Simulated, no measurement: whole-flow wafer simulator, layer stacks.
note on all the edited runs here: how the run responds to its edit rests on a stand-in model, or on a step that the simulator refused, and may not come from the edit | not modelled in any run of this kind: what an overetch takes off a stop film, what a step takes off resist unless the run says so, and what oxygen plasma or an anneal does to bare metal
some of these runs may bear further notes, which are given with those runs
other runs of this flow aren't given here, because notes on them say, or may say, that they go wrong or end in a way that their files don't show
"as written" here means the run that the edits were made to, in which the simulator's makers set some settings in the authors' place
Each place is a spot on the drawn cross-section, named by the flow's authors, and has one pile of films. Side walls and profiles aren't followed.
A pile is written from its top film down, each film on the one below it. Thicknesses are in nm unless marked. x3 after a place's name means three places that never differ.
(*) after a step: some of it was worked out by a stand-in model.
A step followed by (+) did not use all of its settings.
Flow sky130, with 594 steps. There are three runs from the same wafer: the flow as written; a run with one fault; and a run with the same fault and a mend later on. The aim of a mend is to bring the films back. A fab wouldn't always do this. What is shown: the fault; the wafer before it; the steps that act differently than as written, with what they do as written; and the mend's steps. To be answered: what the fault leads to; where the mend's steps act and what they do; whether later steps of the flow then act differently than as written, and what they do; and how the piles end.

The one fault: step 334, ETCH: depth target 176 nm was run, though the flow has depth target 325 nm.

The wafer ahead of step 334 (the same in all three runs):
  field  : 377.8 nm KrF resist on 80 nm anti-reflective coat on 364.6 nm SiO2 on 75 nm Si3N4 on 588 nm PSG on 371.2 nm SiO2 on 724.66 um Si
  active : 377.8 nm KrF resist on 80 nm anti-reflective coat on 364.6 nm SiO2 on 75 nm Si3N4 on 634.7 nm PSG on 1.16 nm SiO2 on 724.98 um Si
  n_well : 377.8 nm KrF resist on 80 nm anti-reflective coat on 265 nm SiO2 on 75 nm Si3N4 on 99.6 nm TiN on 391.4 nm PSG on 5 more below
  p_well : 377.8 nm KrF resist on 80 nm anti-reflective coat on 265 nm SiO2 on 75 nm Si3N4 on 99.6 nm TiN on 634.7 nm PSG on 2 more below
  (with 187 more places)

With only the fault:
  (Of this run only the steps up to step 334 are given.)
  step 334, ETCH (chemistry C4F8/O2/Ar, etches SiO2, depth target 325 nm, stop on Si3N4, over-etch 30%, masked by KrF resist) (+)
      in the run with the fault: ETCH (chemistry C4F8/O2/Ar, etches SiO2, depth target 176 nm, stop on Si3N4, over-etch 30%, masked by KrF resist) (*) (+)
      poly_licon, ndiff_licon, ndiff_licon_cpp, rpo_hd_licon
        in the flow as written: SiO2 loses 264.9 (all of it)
        in the run with the fault: SiO2 loses 176
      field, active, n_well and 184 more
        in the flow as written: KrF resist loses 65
        in the run with the fault: KrF resist loses 35.2
  Once step 334 is done, the piles at field, active, n_well and 188 more depart from the flow's by more than 2% or 0.5 nm, whichever is larger.
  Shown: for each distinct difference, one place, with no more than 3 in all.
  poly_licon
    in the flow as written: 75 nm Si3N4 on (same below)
    in the run with the fault: 88.9 nm SiO2 on 75 nm Si3N4 on (same below)
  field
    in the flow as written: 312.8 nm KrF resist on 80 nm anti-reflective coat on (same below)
    in the run with the fault: 342.6 nm KrF resist on 80 nm anti-reflective coat on (same below)

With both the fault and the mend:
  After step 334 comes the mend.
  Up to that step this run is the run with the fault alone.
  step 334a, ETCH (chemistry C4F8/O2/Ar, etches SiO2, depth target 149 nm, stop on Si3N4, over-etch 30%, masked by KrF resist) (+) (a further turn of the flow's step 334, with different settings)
      field, active, n_well and 184 more
        KrF resist loses 29.8
      poly_licon, ndiff_licon, ndiff_licon_cpp, rpo_hd_licon
        SiO2 loses 88.9 (all of it)
  Every later step of the flow that is run acts as written at every place that is followed.
  The piles end the same as the flow's at every place that both follow.
